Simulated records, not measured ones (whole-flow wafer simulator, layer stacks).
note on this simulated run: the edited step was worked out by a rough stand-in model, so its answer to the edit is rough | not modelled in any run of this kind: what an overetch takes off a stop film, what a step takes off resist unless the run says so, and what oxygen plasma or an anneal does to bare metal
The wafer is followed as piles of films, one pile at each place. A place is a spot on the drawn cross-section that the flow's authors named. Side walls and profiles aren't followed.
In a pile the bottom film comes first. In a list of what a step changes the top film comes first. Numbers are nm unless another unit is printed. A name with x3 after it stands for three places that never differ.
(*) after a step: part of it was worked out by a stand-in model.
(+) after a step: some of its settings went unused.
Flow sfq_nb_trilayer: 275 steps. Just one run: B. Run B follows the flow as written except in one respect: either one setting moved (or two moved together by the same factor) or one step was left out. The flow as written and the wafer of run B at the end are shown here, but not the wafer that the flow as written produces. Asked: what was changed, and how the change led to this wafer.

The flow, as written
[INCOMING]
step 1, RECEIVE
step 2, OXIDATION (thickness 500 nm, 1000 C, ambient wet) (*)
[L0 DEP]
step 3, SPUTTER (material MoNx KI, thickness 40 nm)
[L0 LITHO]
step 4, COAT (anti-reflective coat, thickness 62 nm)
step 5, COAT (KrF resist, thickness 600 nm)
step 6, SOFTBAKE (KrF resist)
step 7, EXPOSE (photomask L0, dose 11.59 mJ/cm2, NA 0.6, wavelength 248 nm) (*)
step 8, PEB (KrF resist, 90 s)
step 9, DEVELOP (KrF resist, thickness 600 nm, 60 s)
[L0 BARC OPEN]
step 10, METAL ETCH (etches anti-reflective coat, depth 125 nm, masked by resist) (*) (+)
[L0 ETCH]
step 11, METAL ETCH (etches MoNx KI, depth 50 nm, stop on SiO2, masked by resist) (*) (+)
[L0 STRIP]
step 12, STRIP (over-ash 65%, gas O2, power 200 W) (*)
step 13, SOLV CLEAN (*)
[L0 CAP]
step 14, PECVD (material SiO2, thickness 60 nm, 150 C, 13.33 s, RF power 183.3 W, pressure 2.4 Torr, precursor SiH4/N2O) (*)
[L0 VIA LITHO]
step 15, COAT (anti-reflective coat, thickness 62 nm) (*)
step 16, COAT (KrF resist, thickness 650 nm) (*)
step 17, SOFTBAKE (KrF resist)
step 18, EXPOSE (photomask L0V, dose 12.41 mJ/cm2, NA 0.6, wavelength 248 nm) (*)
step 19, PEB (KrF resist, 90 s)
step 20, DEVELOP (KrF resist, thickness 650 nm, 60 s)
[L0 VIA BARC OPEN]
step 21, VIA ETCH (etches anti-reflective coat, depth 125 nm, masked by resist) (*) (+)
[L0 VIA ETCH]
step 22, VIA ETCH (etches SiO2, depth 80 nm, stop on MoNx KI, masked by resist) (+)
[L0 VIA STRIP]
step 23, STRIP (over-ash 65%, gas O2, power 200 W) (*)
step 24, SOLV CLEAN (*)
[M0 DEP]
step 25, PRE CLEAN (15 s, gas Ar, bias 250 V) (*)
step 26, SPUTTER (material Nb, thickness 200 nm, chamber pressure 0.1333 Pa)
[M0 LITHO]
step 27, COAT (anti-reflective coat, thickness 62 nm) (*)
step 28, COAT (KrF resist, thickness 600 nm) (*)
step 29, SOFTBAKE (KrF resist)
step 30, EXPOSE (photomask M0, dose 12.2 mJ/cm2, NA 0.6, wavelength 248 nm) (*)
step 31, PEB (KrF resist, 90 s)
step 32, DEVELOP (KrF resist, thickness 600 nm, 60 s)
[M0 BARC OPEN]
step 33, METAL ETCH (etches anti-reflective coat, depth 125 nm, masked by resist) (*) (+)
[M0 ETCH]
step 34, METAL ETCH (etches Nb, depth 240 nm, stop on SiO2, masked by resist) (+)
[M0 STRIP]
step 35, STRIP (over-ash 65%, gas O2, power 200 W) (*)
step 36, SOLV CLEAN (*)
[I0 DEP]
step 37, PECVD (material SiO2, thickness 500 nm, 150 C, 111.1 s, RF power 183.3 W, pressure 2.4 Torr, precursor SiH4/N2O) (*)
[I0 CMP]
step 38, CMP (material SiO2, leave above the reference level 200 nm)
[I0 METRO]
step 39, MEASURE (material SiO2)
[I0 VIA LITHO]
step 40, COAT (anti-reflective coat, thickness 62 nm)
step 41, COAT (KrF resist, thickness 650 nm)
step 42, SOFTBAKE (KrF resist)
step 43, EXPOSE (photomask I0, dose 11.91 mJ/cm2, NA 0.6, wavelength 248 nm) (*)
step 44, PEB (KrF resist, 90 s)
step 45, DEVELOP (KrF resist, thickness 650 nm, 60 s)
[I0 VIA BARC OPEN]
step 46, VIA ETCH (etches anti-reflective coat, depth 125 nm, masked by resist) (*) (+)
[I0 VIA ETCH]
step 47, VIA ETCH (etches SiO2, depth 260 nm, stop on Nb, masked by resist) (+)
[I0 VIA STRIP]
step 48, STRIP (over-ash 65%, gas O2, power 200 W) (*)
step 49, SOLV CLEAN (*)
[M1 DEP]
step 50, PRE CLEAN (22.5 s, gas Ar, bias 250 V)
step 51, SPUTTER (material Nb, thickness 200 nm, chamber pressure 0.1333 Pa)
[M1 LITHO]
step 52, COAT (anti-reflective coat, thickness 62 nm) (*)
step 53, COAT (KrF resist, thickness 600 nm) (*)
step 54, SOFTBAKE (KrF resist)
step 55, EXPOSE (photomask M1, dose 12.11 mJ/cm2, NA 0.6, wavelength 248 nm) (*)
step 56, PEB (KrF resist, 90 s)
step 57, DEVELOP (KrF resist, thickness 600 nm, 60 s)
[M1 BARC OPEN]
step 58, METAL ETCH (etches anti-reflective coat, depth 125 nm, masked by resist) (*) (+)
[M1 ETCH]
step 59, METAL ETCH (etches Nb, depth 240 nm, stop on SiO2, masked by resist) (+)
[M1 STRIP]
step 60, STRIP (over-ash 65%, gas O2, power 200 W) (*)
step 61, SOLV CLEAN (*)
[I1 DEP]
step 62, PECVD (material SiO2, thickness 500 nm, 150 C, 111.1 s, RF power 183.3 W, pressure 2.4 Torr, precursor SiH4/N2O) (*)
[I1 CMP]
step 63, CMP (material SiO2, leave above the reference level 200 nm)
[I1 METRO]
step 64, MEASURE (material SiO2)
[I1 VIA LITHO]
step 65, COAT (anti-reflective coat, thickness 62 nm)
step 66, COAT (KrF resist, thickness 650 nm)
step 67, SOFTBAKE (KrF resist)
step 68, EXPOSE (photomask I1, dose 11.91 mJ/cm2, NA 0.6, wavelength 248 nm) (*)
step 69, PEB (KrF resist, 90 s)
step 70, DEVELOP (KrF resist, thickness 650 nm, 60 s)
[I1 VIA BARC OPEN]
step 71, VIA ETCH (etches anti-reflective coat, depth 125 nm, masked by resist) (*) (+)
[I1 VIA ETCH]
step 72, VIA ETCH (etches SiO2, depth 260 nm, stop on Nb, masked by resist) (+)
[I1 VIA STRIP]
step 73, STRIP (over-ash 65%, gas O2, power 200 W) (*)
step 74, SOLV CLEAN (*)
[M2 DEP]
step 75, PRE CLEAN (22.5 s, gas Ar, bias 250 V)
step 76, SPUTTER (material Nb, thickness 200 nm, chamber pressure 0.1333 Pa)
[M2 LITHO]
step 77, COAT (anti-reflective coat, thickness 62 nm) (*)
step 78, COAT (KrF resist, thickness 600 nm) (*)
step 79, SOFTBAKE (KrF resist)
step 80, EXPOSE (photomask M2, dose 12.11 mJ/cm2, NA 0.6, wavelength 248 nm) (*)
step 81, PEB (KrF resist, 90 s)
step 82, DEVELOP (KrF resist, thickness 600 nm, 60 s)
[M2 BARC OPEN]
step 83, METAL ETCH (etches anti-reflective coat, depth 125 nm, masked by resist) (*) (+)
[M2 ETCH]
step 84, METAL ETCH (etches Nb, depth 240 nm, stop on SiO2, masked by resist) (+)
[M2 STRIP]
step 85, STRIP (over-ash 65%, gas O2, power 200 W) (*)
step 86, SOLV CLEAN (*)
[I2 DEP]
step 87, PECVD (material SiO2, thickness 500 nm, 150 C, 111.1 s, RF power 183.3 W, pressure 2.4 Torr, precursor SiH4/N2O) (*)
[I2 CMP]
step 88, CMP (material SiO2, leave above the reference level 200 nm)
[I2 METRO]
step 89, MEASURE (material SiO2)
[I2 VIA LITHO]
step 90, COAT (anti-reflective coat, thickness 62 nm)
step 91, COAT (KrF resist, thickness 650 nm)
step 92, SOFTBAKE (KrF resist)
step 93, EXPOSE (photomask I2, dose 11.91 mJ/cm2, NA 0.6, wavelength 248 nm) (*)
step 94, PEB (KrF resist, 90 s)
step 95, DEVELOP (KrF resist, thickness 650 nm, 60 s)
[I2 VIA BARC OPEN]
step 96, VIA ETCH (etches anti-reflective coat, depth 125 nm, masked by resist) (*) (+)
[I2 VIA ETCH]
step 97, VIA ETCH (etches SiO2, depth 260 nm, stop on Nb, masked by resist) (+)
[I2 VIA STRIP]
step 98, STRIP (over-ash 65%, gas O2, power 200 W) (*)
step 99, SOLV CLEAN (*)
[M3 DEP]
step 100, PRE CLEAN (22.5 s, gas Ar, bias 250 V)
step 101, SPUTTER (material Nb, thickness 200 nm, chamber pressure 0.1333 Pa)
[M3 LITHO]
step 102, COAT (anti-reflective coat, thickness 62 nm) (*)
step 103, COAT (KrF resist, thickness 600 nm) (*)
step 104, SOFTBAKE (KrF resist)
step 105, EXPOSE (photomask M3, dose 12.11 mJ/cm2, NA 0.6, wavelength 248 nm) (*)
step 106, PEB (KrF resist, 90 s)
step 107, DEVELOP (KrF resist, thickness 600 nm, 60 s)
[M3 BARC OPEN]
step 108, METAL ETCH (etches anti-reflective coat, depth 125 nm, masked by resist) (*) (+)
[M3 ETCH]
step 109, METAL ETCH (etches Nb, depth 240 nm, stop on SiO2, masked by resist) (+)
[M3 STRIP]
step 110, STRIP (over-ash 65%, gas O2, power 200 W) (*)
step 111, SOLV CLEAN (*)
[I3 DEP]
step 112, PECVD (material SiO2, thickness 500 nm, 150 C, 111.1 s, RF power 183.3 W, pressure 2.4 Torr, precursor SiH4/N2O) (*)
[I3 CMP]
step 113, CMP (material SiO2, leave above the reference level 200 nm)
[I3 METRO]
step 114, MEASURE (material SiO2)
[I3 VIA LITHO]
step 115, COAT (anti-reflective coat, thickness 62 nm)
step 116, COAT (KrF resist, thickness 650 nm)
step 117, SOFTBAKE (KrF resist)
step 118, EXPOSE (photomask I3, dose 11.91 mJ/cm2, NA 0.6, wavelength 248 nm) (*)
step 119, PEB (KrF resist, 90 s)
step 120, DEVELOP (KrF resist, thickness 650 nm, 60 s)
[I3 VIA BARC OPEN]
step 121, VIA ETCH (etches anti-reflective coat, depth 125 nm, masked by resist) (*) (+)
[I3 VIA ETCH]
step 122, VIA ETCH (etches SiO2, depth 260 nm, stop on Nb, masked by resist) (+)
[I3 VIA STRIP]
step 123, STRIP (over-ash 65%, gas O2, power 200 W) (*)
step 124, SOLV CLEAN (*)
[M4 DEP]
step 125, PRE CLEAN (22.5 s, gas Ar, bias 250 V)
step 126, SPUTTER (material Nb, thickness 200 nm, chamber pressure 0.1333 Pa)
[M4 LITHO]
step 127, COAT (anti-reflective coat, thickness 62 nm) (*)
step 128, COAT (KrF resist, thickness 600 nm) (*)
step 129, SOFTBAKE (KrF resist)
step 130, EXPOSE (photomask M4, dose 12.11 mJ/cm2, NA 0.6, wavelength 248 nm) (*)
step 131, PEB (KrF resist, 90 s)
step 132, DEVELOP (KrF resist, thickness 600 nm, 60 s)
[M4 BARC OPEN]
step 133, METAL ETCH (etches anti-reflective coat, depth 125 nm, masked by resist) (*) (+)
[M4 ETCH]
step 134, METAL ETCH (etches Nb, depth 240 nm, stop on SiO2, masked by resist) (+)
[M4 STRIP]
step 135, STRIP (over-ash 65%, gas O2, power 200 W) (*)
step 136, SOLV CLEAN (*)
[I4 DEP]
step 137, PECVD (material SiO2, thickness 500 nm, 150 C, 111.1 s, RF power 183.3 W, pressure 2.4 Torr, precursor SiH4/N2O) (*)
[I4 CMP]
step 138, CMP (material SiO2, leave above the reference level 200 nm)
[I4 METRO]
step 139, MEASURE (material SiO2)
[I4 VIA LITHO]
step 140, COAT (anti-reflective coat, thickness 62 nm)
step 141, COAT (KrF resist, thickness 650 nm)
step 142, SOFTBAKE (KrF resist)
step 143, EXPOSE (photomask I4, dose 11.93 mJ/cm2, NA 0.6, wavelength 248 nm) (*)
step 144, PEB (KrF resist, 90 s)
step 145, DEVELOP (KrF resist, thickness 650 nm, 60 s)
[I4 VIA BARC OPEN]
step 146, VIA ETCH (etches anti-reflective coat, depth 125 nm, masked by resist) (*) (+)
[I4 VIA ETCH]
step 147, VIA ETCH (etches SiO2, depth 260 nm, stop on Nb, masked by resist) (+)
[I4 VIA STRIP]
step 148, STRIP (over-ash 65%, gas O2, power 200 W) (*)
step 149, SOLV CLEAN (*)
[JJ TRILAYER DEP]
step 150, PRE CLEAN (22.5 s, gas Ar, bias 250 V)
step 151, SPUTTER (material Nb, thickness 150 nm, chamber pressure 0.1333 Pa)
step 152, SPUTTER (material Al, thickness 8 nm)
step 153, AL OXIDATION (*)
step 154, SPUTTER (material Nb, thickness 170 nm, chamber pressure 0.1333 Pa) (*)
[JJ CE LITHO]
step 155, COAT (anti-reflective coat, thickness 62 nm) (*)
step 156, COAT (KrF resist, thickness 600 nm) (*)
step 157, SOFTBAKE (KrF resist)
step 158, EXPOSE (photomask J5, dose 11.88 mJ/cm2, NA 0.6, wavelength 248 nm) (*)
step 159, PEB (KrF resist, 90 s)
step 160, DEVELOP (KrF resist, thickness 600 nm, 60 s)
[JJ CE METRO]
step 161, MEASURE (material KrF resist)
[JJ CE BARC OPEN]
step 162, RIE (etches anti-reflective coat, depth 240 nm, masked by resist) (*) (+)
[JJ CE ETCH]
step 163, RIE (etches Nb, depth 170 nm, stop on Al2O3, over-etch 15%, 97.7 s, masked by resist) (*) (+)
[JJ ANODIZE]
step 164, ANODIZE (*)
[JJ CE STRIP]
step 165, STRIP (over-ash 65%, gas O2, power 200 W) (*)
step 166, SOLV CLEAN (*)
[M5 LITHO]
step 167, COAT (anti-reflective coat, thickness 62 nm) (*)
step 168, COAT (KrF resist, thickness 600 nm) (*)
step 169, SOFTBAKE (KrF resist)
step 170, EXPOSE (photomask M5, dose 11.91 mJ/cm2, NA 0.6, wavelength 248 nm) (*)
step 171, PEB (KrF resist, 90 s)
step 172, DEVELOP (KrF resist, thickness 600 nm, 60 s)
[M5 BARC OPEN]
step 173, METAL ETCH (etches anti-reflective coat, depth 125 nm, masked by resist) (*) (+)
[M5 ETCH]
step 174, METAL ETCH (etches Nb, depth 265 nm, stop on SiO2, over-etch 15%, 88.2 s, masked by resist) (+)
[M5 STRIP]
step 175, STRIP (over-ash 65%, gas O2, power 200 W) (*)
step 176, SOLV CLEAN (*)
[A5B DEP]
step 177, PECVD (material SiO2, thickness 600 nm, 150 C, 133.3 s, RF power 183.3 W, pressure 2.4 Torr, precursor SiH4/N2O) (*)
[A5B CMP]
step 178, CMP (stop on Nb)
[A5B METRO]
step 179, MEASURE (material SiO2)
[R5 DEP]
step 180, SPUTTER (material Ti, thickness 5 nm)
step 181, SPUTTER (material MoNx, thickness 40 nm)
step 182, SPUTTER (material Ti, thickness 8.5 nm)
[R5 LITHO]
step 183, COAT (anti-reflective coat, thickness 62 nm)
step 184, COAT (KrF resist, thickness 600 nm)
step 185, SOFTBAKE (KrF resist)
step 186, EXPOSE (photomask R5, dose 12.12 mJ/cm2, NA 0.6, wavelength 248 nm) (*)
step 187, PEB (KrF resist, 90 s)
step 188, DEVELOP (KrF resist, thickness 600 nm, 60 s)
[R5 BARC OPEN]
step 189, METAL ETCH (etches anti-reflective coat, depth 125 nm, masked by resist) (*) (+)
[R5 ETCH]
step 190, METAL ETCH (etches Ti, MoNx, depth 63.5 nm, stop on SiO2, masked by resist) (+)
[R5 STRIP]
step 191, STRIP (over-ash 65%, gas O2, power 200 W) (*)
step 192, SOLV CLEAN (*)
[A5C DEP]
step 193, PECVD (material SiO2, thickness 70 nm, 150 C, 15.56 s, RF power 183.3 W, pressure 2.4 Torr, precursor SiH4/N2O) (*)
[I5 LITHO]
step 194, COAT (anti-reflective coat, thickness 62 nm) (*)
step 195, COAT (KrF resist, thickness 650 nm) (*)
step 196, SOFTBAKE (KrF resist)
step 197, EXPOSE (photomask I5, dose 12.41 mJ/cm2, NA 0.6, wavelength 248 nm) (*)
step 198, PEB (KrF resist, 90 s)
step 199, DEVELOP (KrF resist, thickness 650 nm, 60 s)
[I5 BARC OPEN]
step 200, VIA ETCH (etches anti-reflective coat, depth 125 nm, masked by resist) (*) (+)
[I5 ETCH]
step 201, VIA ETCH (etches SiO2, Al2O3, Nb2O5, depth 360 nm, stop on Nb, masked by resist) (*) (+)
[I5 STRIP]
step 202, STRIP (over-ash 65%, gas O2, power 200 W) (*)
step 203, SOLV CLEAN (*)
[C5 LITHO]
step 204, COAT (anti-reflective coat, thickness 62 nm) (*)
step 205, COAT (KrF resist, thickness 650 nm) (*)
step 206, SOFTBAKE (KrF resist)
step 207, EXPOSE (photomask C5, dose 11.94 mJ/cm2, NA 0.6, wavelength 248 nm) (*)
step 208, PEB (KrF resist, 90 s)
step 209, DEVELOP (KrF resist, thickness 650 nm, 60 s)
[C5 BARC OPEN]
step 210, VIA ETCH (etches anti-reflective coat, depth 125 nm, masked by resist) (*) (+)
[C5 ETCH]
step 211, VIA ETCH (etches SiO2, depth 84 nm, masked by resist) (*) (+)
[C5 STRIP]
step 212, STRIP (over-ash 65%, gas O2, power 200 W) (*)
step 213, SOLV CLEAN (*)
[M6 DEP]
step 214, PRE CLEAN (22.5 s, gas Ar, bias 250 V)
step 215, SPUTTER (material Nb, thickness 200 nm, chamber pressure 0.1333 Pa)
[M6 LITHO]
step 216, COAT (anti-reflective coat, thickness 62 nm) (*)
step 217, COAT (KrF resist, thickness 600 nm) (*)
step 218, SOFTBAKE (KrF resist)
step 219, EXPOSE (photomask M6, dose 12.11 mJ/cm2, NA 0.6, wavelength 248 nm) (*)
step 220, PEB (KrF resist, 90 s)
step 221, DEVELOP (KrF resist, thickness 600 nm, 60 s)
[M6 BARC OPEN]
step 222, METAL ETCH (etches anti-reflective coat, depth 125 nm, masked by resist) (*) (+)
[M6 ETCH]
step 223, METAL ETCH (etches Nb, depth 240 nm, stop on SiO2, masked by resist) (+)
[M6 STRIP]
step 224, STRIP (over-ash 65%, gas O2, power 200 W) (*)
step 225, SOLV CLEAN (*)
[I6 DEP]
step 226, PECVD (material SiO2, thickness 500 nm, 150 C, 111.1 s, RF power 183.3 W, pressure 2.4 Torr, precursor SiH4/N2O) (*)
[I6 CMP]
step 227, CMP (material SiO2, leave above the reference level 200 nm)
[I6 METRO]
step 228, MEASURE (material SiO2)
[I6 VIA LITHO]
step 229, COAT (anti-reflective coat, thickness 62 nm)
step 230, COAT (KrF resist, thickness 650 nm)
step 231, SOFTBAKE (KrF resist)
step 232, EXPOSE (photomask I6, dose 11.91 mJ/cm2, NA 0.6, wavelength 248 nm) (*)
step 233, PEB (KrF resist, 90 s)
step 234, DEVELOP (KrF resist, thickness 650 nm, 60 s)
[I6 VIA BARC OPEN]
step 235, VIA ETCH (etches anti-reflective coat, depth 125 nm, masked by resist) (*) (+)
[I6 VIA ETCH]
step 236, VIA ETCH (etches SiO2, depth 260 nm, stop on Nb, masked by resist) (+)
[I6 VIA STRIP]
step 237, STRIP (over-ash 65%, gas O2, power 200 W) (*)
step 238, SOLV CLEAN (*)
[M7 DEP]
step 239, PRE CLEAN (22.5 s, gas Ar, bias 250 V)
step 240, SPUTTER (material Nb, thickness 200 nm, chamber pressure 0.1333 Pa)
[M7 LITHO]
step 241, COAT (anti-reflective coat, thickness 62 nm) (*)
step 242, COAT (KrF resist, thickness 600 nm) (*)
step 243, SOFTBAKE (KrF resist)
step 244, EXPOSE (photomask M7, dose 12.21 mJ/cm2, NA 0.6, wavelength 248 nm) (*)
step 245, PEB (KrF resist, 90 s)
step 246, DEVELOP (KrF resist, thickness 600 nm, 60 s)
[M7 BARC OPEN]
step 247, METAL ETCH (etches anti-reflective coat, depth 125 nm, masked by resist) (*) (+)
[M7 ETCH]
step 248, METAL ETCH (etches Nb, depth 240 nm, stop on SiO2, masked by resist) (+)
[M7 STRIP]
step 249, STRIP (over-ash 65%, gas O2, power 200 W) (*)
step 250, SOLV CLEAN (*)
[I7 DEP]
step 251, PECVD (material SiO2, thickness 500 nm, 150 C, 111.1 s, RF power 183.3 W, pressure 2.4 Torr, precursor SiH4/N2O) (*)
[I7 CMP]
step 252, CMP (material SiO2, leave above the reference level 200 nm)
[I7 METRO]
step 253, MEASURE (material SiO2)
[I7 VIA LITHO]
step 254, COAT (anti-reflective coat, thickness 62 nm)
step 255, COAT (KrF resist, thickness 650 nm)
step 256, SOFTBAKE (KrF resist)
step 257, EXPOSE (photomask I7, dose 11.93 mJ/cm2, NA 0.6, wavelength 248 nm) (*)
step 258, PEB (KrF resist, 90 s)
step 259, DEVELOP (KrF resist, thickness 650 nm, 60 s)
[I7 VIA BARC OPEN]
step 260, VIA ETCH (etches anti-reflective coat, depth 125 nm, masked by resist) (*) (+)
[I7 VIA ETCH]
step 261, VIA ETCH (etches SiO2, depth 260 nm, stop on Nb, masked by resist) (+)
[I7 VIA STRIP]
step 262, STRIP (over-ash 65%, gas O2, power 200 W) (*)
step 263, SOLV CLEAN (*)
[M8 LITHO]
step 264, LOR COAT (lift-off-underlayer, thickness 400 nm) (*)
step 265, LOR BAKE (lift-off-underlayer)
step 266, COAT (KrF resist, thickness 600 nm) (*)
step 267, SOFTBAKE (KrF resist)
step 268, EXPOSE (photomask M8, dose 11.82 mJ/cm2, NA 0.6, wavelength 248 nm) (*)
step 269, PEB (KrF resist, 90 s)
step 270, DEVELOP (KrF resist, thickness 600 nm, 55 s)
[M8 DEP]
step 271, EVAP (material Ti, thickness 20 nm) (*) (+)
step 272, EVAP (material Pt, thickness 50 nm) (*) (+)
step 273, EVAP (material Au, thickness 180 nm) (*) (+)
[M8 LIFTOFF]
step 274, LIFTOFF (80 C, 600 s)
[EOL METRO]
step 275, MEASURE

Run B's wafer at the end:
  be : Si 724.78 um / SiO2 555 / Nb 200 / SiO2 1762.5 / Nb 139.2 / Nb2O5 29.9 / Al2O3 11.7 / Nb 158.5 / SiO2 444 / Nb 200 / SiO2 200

The reason: step 201, VIA ETCH: depth 212 nm was run, though the flow has depth 360 nm.

The path from the change to this, step by step:
  step 201, VIA ETCH (etches SiO2, Al2O3, Nb2O5, depth 360 nm, stop on Nb, masked by resist) (*) (+)
      be: -212 SiO2 (in the flow as written it would be: -216.4 SiO2 (all of it), -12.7 Al2O3 (all of it), -29.9 Nb2O5 (all of it))
      field_l, v_sur, via_wl and 102 more: -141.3 KrF resist (in the flow as written it would be: -240 KrF resist)
  step 202, STRIP (over-ash 65%, gas O2, power 200 W) (*)
      p4_fl, p4_fm, p4_w1 and 44 more: -431.8 KrF resist (all of it), -62 anti-reflective coat (all of it) (in the flow as written it would be: -333.1 KrF resist (all of it), -62 anti-reflective coat (all of it))
      wl_b_m5, wl_b_sr, wl_c_sl and 11 more: -431.7 KrF resist (all of it), -62 anti-reflective coat (all of it) (in the flow as written it would be: -333 KrF resist (all of it), -62 anti-reflective coat (all of it))
      (and at 44 other places as well)
  step 204, COAT (anti-reflective coat, thickness 62 nm) (*)
      wire: +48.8 anti-reflective coat (new film) (in the flow as written it would be: +47.4 anti-reflective coat (new film))
      be: +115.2 anti-reflective coat (new film) (in the flow as written it would be: +122.2 anti-reflective coat (new film))
      (and at 1 other place as well)
  step 205, COAT (KrF resist, thickness 650 nm) (*)
      be: +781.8 KrF resist (new film) (in the flow as written it would be: +815.3 KrF resist (new film))
  step 212, STRIP (over-ash 65%, gas O2, power 200 W) (*)
      wire: -558.4 KrF resist (all of it), -48.8 anti-reflective coat (all of it) (in the flow as written it would be: -555.8 KrF resist (all of it), -47.4 anti-reflective coat (all of it))
      be: -694.6 KrF resist (all of it), -115.2 anti-reflective coat (all of it) (in the flow as written it would be: -728.2 KrF resist (all of it), -122.2 anti-reflective coat (all of it))
      (and at 1 other place as well)
  step 214, PRE CLEAN (22.5 s, gas Ar, bias 250 V)
      be: -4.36 SiO2 (all of it), -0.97 Al2O3 (in the flow as written it would be: -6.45 Nb)
  step 215, SPUTTER (material Nb, thickness 200 nm, chamber pressure 0.1333 Pa)
      be: +158.5 Nb (new film) (in the flow as written it would be: +147.3 Nb)
  step 216, COAT (anti-reflective coat, thickness 62 nm) (*)
      wire: +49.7 anti-reflective coat (new film) (in the flow as written it would be: +48.3 anti-reflective coat (new film))
      be: +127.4 anti-reflective coat (new film) (in the flow as written it would be: +136.7 anti-reflective coat (new film))
      (and at 1 other place as well)
  step 217, COAT (KrF resist, thickness 600 nm) (*)
      be: +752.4 KrF resist (new film) (in the flow as written it would be: +793.9 KrF resist (new film))
  step 224, STRIP (over-ash 65%, gas O2, power 200 W) (*)
      wire: -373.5 KrF resist (all of it), -49.7 anti-reflective coat (all of it) (in the flow as written it would be: -369.8 KrF resist (all of it), -48.3 anti-reflective coat (all of it))
      be: -534.4 KrF resist (all of it), -127.4 anti-reflective coat (all of it) (in the flow as written it would be: -575.8 KrF resist (all of it), -136.7 anti-reflective coat (all of it))
      (and at 1 other place as well)
  step 226, PECVD (material SiO2, thickness 500 nm, 150 C, 111.1 s, RF power 183.3 W, pressure 2.4 Torr, precursor SiH4/N2O) (*)
      be: +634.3 SiO2 (new film) (in the flow as written it would be: +693.5 SiO2 (new film))
Taking metal films that touch as one body, be has 4 bodies (between them, from the top down: SiO2 444; Al2O3 11.7 / Nb2O5 29.9; SiO2 1762.5); the flow as written gives 3 bodies (between them, from the top down: SiO2 503.2; SiO2 1762.5).
